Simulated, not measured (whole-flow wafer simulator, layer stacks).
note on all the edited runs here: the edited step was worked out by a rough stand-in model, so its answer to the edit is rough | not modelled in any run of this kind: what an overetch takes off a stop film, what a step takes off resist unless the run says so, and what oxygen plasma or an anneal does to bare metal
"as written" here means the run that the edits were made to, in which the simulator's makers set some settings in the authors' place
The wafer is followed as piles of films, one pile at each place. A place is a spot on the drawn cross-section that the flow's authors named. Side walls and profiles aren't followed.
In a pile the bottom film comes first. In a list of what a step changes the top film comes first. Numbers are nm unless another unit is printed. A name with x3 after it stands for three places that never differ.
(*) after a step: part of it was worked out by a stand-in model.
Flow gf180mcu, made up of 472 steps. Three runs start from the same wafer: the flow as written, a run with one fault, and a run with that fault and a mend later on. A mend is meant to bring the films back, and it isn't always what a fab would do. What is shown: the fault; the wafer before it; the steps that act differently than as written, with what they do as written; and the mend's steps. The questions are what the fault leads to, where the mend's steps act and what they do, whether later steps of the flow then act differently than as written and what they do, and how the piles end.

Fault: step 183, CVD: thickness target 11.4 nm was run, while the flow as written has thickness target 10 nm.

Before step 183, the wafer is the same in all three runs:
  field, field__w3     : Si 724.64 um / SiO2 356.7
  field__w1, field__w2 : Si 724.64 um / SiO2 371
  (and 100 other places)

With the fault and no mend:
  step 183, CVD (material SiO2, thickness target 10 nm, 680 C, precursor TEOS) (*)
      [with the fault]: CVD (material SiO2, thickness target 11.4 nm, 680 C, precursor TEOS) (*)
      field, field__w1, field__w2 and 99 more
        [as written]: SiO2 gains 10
        [with the fault]: SiO2 gains 11.4
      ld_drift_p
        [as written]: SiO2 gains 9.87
        [with the fault]: SiO2 gains 11.3
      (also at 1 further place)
  Steps further on in the flow that do not act as written (21 more steps, not shown, differ only slightly: by at most 2% or 0.5 nm, whichever is larger):
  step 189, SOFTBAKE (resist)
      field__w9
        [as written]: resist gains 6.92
        [with the fault]: resist loses 3.07
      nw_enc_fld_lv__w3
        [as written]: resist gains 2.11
        [with the fault]: resist loses 1.6
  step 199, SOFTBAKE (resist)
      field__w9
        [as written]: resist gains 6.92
        [with the fault]: resist loses 3.07
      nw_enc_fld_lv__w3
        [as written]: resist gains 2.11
        [with the fault]: resist loses 1.6
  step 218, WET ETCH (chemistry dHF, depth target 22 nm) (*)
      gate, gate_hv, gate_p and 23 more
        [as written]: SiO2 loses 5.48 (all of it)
        [with the fault]: SiO2 loses 6.88 (all of it)
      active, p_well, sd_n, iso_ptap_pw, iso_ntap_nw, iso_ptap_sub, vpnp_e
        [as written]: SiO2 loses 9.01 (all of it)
        [with the fault]: SiO2 loses 10.4 (all of it)
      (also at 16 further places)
  The piles end different from the flow's at spacer by more than 2% or 0.5 nm, whichever is larger.
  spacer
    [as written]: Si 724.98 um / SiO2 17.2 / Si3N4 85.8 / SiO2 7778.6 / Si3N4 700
    [with the fault]: Si 724.98 um / SiO2 18.6 / Si3N4 85.8 / SiO2 7777.2 / Si3N4 700

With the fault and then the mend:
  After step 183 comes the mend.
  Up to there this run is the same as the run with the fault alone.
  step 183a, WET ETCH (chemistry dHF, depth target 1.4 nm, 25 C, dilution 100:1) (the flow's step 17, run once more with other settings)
      field, field__w1, field__w2 and 101 more
        SiO2 loses 1.4
  Every later step of the flow that is run acts as written, at every place that is followed, to within 2% or 0.5 nm, whichever is larger.
  By the end, the piles equal the flow's at every place that both follow.
